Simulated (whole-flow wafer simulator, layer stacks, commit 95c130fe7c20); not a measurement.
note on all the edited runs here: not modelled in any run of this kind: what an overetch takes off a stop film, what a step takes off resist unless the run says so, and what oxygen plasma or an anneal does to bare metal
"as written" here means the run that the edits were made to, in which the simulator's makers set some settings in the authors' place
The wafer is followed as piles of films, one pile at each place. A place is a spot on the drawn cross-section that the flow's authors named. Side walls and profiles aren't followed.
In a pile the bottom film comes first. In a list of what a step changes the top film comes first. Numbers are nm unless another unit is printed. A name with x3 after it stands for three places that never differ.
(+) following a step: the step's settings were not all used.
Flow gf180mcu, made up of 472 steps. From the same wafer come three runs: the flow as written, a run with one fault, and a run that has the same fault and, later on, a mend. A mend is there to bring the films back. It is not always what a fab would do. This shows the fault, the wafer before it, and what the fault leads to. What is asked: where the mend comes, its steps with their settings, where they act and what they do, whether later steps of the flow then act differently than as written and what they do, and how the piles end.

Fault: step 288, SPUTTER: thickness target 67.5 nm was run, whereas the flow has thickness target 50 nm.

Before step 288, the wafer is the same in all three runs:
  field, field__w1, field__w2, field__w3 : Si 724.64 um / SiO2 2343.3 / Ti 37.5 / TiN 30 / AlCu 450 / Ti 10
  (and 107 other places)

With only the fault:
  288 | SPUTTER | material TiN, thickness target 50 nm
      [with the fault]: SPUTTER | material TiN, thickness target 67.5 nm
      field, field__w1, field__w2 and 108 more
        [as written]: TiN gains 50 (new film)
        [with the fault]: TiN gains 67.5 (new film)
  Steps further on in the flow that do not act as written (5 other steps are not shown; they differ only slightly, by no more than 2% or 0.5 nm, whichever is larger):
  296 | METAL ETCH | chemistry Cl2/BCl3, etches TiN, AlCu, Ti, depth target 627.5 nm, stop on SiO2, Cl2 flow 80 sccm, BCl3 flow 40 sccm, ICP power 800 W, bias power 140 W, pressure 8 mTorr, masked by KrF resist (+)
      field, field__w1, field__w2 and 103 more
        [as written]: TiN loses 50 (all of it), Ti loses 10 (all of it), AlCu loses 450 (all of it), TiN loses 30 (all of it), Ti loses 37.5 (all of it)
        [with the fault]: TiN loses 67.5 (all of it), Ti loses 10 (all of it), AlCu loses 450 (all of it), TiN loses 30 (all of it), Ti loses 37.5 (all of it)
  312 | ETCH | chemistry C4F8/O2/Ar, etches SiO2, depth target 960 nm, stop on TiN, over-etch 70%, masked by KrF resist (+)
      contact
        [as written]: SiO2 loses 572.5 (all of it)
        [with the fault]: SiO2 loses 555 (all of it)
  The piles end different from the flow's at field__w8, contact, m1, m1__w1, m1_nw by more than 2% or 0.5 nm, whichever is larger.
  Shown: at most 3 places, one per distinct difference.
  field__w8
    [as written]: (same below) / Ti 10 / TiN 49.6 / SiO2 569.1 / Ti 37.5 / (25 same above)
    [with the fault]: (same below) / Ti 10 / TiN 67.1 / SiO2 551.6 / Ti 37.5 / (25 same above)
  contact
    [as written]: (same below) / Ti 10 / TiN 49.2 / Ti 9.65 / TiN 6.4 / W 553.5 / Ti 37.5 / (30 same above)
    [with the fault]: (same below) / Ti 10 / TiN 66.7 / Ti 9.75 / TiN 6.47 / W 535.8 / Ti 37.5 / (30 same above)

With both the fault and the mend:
  After step 288 comes the mend.
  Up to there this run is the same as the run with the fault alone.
  288a | METAL ETCH | chemistry Cl2/BCl3, etches TiN, AlCu, Ti, depth target 17.5 nm, Cl2 flow 80 sccm, BCl3 flow 40 sccm, ICP power 800 W, bias power 140 W, pressure 8 mTorr (a further turn of the flow's step 260, with different settings)
      field, field__w1, field__w2 and 108 more
        TiN loses 17.5
  Every later step of the flow that is run acts as written at every place that is followed.
  At every place that both follow, the piles at the end match the flow's.
